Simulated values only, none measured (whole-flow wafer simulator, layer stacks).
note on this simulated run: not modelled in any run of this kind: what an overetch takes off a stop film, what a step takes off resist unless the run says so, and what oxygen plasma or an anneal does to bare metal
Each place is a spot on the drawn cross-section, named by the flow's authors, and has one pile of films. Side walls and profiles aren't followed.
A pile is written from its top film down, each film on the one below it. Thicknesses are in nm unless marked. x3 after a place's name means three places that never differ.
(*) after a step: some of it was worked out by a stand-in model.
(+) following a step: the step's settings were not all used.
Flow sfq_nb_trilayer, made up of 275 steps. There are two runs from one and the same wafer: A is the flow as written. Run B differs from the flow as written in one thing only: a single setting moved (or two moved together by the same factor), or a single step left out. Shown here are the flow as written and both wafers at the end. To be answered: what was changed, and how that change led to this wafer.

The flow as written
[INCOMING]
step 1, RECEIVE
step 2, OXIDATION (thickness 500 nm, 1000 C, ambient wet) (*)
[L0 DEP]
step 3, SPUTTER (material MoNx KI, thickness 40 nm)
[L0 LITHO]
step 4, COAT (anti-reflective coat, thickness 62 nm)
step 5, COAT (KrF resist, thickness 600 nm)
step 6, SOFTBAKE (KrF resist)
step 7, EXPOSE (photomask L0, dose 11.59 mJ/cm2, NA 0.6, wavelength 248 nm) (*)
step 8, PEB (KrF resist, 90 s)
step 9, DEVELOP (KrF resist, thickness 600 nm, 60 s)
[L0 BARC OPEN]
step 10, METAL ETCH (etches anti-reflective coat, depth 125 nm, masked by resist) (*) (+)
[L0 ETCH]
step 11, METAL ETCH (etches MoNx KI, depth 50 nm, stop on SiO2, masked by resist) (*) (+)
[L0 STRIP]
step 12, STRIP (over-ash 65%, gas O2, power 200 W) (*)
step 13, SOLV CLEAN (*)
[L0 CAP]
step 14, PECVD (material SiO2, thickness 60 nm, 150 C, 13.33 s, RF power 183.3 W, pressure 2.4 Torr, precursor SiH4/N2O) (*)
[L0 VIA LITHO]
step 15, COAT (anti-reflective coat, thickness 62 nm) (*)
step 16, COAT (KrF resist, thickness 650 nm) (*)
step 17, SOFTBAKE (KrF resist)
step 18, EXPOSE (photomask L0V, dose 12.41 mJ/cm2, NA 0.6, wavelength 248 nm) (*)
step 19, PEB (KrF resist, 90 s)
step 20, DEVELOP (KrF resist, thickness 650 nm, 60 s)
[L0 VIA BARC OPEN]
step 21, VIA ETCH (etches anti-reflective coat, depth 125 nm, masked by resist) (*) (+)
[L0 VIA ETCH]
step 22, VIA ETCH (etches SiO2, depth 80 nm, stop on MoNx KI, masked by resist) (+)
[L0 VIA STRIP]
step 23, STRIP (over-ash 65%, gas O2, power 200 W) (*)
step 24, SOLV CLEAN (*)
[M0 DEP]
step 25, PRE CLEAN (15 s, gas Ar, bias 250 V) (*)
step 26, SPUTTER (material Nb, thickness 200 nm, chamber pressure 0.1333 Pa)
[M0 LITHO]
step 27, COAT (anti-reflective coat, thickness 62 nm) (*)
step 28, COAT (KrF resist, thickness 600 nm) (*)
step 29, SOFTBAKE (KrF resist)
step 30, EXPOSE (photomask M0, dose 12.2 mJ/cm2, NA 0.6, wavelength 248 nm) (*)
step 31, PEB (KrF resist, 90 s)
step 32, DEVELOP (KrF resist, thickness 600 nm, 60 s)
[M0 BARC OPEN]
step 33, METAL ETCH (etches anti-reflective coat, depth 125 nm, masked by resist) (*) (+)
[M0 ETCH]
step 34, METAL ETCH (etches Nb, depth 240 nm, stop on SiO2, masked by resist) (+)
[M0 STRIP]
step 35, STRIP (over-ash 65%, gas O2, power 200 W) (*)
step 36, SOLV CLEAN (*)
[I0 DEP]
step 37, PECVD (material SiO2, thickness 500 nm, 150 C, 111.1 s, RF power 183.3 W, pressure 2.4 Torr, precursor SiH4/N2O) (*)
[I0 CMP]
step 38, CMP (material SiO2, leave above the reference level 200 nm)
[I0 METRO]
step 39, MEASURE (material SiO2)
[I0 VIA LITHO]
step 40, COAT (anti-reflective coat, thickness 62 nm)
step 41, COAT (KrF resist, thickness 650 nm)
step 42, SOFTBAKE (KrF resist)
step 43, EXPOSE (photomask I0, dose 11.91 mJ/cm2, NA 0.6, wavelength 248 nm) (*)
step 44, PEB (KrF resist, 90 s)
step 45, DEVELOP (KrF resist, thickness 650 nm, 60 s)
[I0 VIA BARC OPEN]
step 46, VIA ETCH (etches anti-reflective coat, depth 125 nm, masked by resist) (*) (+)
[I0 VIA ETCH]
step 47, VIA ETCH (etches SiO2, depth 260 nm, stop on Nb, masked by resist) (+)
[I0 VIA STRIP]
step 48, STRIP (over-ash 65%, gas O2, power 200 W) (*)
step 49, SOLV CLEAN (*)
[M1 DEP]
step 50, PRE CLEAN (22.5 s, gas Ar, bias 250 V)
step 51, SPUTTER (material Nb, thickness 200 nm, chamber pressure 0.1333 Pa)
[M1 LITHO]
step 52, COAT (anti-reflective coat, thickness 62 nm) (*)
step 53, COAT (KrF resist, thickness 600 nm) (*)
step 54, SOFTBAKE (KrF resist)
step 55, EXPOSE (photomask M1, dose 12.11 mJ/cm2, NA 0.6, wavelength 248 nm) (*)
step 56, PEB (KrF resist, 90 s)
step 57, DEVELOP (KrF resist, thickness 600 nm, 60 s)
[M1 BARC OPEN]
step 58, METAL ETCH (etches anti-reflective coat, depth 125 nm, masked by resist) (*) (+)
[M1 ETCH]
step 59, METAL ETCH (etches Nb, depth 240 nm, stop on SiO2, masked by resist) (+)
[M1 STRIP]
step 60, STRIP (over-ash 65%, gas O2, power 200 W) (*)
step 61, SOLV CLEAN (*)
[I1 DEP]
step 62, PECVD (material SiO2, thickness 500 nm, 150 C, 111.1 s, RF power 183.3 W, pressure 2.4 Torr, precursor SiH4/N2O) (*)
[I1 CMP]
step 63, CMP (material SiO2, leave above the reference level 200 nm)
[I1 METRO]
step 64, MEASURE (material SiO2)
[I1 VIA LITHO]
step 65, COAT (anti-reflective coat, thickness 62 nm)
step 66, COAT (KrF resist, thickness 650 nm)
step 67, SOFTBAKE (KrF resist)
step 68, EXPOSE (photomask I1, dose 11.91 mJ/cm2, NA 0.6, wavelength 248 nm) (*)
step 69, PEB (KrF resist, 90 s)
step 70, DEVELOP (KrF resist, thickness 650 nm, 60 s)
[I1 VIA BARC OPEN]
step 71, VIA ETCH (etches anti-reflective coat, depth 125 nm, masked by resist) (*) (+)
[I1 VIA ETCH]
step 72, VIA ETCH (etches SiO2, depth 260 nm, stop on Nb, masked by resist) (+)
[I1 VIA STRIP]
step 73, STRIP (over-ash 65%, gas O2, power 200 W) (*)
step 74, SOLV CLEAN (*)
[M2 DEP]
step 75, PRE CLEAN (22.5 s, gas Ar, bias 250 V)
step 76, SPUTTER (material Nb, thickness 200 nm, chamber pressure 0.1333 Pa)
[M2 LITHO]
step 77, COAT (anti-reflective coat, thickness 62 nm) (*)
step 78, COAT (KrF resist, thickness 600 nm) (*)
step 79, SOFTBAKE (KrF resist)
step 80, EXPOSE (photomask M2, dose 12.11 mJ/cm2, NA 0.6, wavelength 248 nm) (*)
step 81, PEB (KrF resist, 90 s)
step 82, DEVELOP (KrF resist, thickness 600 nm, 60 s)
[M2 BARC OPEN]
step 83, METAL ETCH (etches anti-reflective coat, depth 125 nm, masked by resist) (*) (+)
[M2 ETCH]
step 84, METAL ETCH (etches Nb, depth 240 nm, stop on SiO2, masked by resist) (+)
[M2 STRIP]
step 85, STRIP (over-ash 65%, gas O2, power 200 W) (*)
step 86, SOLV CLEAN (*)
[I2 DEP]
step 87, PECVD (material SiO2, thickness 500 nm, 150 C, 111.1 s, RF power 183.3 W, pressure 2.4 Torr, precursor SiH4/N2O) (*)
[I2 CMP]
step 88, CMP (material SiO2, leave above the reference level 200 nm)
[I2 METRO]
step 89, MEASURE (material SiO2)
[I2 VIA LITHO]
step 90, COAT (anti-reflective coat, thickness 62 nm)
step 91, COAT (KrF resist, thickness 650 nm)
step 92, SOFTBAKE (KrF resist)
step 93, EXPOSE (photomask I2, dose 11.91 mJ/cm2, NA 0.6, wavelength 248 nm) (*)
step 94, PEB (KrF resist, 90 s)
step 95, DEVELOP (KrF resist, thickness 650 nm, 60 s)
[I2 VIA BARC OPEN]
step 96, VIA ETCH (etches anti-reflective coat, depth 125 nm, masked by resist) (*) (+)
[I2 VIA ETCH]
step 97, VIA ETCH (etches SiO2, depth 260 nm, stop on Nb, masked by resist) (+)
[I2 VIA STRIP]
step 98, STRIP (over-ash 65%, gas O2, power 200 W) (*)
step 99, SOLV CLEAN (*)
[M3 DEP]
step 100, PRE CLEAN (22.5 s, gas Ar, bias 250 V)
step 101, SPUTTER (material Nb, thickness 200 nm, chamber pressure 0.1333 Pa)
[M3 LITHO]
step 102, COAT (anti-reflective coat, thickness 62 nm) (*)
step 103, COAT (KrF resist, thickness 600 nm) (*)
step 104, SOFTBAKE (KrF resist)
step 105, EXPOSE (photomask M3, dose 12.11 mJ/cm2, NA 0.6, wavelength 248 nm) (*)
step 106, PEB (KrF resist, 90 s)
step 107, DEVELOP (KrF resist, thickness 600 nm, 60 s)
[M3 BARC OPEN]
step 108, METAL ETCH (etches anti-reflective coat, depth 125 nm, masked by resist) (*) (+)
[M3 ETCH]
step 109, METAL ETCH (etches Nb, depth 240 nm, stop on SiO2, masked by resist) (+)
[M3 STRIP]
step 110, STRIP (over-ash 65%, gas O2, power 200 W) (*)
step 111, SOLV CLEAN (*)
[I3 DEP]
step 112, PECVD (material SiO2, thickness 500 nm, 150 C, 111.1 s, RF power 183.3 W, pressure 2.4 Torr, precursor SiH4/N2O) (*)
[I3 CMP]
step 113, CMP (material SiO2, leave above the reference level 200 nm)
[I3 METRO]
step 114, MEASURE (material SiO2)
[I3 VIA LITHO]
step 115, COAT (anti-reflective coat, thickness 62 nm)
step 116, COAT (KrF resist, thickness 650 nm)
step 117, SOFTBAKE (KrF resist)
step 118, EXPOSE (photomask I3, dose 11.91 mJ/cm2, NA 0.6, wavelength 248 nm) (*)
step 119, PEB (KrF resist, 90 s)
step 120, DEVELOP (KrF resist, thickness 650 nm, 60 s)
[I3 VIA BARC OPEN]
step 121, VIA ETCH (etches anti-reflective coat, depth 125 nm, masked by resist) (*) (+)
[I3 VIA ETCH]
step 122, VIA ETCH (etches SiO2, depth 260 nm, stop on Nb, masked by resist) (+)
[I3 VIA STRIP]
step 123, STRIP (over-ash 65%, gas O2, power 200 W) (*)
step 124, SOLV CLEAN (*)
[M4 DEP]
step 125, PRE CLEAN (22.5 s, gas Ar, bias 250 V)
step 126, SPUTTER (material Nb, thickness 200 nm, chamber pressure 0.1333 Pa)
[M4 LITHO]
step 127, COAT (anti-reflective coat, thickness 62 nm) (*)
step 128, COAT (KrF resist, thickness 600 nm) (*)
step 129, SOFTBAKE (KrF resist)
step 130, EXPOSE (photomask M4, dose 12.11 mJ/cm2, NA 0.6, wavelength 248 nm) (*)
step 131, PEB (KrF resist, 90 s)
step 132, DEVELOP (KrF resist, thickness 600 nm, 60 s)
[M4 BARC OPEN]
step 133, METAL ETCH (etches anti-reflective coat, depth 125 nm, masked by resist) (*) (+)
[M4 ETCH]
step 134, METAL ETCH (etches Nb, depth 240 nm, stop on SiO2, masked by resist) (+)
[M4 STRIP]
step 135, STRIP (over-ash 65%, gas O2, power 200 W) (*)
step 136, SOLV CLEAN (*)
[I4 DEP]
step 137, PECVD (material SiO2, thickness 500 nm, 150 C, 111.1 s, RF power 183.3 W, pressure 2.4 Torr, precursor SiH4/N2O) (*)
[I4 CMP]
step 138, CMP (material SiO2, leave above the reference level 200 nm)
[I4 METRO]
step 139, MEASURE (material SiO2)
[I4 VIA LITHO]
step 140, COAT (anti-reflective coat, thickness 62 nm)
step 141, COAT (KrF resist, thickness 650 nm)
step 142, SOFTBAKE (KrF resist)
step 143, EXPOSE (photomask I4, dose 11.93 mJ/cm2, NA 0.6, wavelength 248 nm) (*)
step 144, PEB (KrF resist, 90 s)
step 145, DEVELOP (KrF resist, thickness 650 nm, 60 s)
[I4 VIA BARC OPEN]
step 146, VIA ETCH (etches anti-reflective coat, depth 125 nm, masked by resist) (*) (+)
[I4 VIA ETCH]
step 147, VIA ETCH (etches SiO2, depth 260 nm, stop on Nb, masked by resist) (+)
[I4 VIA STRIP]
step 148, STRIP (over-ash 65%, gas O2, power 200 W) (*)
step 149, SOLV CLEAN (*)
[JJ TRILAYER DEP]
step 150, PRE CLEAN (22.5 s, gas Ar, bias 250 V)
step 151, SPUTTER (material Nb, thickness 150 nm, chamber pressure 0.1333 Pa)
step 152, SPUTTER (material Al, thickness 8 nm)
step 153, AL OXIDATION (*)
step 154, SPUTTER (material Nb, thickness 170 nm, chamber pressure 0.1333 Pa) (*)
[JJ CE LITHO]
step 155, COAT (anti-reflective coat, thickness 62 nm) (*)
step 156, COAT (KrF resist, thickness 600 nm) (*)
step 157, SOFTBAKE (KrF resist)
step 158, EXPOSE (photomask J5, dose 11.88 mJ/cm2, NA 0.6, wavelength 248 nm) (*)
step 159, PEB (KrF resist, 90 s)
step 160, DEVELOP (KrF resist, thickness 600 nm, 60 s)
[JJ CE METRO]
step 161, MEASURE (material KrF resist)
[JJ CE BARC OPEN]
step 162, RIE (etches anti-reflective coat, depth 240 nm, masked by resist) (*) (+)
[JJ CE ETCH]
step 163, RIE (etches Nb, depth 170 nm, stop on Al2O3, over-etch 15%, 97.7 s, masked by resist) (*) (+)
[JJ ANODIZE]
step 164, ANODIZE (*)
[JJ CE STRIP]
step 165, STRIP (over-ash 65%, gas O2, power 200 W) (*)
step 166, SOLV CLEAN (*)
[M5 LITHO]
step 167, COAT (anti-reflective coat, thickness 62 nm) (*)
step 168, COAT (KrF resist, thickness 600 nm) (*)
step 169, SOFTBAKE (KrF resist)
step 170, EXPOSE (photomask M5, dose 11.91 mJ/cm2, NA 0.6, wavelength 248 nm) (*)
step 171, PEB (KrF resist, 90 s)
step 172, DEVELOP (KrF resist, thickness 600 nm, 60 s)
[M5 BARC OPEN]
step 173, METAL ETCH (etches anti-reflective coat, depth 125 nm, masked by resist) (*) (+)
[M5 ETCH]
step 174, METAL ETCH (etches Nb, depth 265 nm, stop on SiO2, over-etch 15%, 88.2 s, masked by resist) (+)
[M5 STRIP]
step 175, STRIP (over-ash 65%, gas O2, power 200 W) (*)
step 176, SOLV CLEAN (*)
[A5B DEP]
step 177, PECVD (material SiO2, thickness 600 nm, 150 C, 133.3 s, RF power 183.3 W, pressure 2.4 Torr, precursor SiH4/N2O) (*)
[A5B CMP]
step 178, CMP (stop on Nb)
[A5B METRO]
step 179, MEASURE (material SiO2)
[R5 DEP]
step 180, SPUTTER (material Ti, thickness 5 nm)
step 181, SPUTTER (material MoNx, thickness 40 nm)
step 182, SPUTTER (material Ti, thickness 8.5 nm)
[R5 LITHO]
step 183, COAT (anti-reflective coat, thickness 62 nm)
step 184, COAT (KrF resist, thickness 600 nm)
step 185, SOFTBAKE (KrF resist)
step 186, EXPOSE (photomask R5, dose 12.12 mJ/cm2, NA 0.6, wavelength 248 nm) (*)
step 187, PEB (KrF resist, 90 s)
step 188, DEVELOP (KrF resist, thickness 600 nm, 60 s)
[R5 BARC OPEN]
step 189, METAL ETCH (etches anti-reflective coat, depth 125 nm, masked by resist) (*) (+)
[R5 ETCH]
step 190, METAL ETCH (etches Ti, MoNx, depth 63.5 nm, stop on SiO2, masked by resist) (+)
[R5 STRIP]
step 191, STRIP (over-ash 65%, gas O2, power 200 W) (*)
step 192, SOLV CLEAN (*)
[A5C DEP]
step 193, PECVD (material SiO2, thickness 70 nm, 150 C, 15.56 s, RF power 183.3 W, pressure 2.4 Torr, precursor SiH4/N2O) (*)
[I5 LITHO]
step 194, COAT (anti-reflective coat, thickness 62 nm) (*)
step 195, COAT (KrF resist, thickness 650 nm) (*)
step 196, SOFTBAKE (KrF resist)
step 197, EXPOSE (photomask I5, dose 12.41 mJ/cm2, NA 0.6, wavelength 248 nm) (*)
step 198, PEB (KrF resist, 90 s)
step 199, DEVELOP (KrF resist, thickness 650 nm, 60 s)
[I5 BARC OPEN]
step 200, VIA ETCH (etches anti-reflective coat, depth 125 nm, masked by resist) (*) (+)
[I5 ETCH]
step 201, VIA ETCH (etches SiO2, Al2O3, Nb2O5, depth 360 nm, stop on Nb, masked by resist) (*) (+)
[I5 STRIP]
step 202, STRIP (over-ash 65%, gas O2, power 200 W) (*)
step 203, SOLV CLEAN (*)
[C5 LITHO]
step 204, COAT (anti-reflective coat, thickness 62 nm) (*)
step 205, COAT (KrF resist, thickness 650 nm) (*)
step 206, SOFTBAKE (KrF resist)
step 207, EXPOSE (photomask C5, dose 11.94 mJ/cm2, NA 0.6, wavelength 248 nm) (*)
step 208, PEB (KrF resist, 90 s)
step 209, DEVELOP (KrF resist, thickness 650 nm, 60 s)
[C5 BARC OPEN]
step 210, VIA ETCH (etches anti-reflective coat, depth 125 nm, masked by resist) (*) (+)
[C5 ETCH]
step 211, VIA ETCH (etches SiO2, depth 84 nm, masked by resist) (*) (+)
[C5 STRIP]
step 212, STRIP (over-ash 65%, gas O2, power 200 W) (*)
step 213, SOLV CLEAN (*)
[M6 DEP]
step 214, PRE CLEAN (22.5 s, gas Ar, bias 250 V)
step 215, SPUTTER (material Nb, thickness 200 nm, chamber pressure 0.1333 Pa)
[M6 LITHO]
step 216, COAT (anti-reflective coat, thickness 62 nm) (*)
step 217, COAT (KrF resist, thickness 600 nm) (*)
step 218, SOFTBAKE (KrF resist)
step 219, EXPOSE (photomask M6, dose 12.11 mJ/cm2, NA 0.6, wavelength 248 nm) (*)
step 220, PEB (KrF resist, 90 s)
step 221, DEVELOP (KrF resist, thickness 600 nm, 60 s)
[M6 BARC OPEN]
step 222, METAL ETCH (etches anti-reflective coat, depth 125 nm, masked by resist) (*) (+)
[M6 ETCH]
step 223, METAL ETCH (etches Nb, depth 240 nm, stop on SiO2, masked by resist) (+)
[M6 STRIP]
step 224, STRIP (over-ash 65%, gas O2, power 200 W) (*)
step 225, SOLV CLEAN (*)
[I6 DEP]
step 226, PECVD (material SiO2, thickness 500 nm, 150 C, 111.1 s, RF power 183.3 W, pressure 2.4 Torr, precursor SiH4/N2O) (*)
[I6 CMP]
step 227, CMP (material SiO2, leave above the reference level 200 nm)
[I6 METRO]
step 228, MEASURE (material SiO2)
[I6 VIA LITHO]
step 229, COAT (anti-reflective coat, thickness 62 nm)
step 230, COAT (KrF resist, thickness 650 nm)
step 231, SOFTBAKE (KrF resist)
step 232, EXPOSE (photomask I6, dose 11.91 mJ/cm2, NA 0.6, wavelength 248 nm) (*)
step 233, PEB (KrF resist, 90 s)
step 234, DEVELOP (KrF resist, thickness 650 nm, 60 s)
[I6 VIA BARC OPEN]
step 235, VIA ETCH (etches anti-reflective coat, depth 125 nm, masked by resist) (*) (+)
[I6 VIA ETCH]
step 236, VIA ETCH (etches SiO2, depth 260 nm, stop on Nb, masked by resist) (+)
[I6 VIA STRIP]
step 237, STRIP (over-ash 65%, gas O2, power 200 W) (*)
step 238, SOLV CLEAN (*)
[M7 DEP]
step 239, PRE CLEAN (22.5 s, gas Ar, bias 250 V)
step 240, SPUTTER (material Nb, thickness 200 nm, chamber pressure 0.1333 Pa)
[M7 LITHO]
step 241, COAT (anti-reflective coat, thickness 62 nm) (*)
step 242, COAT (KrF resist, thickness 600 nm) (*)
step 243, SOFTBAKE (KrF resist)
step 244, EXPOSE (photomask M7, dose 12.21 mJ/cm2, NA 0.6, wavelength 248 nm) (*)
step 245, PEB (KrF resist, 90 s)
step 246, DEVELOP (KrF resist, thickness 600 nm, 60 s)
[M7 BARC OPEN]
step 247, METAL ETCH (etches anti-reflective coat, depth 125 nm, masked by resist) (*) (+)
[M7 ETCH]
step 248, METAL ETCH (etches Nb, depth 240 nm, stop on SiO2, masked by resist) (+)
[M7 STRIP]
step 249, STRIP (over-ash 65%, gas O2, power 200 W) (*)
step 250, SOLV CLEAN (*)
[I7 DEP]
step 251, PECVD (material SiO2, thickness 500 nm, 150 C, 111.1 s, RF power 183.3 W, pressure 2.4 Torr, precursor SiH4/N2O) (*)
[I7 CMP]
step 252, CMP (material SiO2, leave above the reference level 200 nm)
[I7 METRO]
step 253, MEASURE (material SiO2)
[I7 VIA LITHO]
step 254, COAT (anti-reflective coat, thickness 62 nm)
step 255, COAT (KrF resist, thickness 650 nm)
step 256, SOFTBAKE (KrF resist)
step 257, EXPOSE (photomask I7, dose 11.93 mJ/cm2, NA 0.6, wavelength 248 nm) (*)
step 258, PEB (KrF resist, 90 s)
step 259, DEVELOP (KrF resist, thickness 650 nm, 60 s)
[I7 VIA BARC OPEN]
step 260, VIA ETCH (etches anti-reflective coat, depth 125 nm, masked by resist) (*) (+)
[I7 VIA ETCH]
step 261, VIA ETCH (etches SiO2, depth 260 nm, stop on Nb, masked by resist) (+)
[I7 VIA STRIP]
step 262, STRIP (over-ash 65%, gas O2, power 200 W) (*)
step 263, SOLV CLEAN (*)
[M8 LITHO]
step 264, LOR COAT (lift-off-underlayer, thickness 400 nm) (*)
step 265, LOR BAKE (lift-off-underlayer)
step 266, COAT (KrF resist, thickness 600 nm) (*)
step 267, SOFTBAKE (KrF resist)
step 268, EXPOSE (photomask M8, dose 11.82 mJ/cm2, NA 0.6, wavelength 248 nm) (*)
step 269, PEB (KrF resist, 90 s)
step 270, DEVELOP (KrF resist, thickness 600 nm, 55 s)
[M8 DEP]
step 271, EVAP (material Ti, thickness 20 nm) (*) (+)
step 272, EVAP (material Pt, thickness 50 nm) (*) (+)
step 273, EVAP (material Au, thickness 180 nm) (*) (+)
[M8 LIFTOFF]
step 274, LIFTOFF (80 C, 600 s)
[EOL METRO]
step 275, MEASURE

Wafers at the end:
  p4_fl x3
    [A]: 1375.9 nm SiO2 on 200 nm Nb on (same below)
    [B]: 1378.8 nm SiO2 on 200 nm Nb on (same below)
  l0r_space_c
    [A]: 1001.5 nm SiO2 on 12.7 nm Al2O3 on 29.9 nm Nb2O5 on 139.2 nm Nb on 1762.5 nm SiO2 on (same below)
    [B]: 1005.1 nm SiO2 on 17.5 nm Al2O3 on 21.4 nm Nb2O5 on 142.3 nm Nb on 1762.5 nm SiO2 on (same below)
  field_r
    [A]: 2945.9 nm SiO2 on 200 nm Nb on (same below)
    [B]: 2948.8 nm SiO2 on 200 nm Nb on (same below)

What caused this: step 152, SPUTTER: thickness 10.9 nm was run, whereas the flow has thickness 8 nm.

How this came from the change, step by step:
  step 152, SPUTTER (material Al, thickness 8 nm)
      field_l, v_sur, via_sp and 100 more: A +8 Al (new film) | B +10.9 Al (new film)
      via_wl, via_wr: A +5.14 Al (new film) | B +7 Al (new film)
      (also at 1 further place)
  step 164, ANODIZE (*)
      field_l, v_sur, via_sp and 96 more: A +12.2 Al2O3, +29.9 Nb2O5 (new film), -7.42 Al (all of it), -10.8 Nb | B +17 Al2O3, +21.4 Nb2O5 (new film), -10.3 Al (all of it), -7.7 Nb
      via_wl, via_wr: A +7.52 Al2O3 (new film), +39.2 Nb2O5 (new film), -4.56 Al (all of it), -14.1 Nb | B +10.6 Al2O3 (new film), +33.7 Nb2O5 (new film), -6.42 Al (all of it), -12.1 Nb
      (also at 1 further place)
  step 167, COAT (anti-reflective coat, thickness 62 nm) (*)
      ce_r: A +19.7 anti-reflective coat (new film) | B +19.1 anti-reflective coat (new film)
  step 174, METAL ETCH (etches Nb, depth 265 nm, stop on SiO2, over-etch 15%, 88.2 s, masked by resist) (+)
      field_l, r_sur, res and 50 more: A -12.6 Al2O3 (all of it), -29.9 Nb2O5 (all of it), -139.2 Nb (all of it), -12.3 SiO2 | B -17.4 Al2O3 (all of it), -21.4 Nb2O5 (all of it), -142.3 Nb (all of it), -12.4 SiO2
  step 175, STRIP (over-ash 65%, gas O2, power 200 W) (*)
      ce_r: A -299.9 KrF resist (all of it), -19.7 anti-reflective coat (all of it) | B -297.8 KrF resist (all of it), -19.1 anti-reflective coat (all of it)
  step 201, VIA ETCH (etches SiO2, Al2O3, Nb2O5, depth 360 nm, stop on Nb, masked by resist) (*) (+)
      be: A -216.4 SiO2 (all of it), -12.7 Al2O3 (all of it), -29.9 Nb2O5 (all of it) | B -219.9 SiO2 (all of it), -17.5 Al2O3 (all of it), -21.4 Nb2O5 (all of it)
